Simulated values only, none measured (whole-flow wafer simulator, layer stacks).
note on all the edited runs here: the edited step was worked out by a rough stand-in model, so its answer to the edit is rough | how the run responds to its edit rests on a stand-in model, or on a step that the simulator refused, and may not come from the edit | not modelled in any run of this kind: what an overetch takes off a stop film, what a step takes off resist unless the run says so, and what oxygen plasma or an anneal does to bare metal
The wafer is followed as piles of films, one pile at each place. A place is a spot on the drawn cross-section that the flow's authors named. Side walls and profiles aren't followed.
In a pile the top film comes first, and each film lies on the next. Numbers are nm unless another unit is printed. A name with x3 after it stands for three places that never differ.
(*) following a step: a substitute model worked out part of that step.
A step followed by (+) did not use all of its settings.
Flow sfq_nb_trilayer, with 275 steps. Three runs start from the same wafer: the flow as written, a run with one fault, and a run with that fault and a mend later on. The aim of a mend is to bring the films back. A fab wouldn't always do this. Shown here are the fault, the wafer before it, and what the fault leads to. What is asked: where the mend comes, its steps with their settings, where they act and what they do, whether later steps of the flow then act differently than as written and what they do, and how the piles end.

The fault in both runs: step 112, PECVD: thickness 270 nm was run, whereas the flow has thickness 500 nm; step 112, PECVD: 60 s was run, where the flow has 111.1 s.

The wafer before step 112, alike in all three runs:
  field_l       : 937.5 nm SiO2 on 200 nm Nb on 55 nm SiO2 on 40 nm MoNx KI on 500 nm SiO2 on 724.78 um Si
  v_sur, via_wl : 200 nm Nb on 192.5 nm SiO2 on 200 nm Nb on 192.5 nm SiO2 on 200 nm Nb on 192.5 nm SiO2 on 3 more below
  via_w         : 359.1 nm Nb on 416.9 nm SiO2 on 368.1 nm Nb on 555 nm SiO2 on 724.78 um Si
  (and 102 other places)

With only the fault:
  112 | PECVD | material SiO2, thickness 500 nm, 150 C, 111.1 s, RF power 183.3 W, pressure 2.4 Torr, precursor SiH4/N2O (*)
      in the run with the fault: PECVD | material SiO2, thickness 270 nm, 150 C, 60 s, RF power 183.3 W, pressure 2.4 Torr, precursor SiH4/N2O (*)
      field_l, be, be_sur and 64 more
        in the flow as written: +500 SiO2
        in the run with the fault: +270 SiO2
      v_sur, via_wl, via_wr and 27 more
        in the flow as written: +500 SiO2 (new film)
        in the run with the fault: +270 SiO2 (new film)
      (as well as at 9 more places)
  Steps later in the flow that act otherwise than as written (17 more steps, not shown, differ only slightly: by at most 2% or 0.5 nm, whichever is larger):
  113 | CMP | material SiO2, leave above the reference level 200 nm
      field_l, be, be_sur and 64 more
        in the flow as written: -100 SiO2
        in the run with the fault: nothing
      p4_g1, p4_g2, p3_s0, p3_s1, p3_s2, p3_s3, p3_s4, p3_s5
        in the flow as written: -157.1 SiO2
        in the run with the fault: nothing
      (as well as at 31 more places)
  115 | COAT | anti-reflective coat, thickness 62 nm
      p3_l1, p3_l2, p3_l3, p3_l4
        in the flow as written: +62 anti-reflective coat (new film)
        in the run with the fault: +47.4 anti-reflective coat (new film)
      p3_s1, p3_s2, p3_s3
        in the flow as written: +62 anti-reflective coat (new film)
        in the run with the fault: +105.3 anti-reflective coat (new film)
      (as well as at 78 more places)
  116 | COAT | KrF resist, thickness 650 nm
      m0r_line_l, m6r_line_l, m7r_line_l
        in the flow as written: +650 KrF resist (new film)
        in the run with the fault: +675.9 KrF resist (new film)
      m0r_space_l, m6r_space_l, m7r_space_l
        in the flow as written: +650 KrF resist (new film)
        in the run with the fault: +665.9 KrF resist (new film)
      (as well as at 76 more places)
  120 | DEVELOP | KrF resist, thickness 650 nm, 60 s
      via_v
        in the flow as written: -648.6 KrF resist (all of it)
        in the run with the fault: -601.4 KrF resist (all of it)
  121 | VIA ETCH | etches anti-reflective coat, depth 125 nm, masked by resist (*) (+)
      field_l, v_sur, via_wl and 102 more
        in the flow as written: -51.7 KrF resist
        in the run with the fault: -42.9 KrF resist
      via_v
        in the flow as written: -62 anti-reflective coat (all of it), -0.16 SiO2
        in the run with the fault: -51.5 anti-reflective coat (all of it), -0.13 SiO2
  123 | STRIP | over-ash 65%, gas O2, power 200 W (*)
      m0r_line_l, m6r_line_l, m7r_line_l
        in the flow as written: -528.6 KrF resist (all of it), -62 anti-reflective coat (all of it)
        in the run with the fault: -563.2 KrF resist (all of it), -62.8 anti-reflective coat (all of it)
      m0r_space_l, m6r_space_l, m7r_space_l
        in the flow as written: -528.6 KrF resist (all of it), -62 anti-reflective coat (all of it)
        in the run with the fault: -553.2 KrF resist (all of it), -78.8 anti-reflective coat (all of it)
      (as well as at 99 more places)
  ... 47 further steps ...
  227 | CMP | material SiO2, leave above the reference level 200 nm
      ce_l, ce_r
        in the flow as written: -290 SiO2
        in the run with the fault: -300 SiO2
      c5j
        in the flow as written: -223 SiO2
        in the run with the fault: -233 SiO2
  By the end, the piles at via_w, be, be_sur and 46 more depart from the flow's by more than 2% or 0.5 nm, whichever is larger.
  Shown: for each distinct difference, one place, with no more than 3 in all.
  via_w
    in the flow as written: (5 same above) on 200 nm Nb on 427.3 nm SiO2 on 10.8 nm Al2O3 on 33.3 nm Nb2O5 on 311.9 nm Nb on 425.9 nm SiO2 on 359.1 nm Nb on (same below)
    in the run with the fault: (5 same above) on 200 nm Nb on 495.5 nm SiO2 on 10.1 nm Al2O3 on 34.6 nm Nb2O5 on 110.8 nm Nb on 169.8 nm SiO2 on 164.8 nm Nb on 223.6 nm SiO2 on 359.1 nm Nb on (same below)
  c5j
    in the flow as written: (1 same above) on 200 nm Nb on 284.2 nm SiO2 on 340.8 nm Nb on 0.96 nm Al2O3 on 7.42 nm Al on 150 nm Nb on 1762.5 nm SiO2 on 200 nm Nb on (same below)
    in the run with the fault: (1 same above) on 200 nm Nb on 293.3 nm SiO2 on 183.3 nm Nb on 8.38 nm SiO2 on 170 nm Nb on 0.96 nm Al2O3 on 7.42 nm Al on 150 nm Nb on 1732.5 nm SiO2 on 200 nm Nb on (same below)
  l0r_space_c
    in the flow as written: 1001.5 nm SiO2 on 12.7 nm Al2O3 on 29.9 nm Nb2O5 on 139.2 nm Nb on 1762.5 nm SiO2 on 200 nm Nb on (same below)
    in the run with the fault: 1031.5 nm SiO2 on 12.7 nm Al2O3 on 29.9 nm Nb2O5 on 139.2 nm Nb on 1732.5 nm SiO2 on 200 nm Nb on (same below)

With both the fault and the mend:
  After step 112 comes the mend.
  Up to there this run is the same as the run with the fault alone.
  112a | PECVD | material SiO2, thickness 230 nm, 150 C, 51.11 s, RF power 183.3 W, pressure 2.4 Torr, precursor SiH4/N2O (*) (the flow's step 112 again, with other settings)
      field_l, v_sur, via_wl and 102 more
        +230 SiO2
      via_w
        +262.8 SiO2
  Steps later in the flow that act otherwise than as written:
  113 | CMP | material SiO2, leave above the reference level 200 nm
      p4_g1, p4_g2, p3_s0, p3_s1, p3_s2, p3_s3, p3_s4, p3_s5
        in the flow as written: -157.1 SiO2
        in the run with the mend: -100 SiO2
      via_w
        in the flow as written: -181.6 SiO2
        in the run with the mend: -60.5 SiO2
  By the end, the piles equal the flow's at every place that both follow.
